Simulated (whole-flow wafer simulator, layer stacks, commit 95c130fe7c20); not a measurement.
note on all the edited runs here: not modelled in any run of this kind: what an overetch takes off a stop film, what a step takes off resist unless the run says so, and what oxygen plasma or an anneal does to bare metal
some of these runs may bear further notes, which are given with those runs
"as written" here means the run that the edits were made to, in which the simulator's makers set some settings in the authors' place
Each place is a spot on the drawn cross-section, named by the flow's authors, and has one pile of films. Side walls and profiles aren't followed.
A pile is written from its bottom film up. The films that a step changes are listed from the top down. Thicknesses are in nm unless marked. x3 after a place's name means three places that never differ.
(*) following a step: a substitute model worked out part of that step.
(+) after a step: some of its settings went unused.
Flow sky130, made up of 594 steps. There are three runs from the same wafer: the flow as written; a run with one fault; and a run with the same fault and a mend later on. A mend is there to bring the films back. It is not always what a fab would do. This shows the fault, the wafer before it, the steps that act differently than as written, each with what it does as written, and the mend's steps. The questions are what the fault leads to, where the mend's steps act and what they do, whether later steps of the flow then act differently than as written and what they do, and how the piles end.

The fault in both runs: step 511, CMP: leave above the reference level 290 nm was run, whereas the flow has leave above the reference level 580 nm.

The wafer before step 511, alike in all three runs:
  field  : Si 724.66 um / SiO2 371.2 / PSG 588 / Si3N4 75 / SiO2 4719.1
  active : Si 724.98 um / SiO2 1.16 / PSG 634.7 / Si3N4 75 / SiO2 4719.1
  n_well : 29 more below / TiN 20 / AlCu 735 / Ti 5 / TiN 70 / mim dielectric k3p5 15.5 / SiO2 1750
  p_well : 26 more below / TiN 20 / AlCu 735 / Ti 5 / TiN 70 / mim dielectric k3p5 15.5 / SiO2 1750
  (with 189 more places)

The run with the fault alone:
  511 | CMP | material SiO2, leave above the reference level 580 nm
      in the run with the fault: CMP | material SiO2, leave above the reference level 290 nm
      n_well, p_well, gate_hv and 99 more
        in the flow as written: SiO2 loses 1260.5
        in the run with the fault: SiO2 loses 1550.5
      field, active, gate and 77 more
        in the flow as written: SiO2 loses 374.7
        in the run with the fault: SiO2 loses 664.7
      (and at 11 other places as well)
  Steps further on in the flow that do not act as written (24 more steps, not shown, differ only slightly: by at most 2% or 0.5 nm, whichever is larger):
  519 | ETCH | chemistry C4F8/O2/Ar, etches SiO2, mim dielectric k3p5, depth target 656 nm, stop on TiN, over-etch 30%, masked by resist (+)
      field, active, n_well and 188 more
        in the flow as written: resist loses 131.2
        in the run with the fault: resist loses 56.1
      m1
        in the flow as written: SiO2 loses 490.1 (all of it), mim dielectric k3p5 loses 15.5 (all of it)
        in the run with the fault: SiO2 loses 200.1 (all of it), mim dielectric k3p5 loses 15.5 (all of it)
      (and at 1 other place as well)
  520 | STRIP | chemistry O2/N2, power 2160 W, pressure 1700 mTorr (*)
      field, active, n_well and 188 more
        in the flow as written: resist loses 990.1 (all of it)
        in the run with the fault: resist loses 1065.2 (all of it)
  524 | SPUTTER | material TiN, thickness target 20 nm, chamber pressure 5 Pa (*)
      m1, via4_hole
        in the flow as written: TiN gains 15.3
        in the run with the fault: TiN gains 17.6
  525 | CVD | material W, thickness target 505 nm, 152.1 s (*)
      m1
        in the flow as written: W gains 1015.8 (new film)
        in the run with the fault: W gains 526.7 (new film)
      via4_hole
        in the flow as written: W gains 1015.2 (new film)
        in the run with the fault: W gains 527.9 (new film)
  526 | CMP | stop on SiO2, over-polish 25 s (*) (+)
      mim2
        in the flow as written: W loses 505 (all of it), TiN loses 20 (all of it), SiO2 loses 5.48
        in the run with the fault: W loses 505 (all of it), TiN loses 20 (all of it), SiO2 loses 0.34 (all of it), TiN loses 7.34
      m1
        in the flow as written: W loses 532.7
        in the run with the fault: W loses 335.9
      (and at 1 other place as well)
  The piles end different from the flow's at field, active, n_well and 190 more by more than 2% or 0.5 nm, whichever is larger.
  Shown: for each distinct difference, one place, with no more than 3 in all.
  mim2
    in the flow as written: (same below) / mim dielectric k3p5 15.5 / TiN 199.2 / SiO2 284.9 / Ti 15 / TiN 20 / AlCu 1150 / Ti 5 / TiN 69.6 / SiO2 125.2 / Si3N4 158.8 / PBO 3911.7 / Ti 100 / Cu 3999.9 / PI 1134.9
    in the run with the fault: (same below) / mim dielectric k3p5 15.5 / TiN 191.8 / Ti 15 / TiN 20 / AlCu 1150 / Ti 5 / TiN 69.6 / SiO2 125.2 / Si3N4 158.8 / PBO 3913.7 / Ti 100 / Cu 3999.9 / PI 1135.1
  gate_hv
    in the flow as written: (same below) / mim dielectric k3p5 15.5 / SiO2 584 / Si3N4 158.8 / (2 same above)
    in the run with the fault: (same below) / mim dielectric k3p5 15.5 / SiO2 294 / Si3N4 158.8 / (2 same above)
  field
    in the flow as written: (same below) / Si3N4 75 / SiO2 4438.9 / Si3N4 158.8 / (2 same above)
    in the run with the fault: (same below) / Si3N4 75 / SiO2 4148.9 / Si3N4 158.8 / (2 same above)

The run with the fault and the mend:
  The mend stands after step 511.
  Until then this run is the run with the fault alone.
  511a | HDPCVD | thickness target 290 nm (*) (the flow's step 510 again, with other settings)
      field, active, n_well and 190 more
        SiO2 gains 290
  None of the later steps of the flow acts differently than as written at any place that is followed.
  The piles end the same as the flow's at every place that both follow.
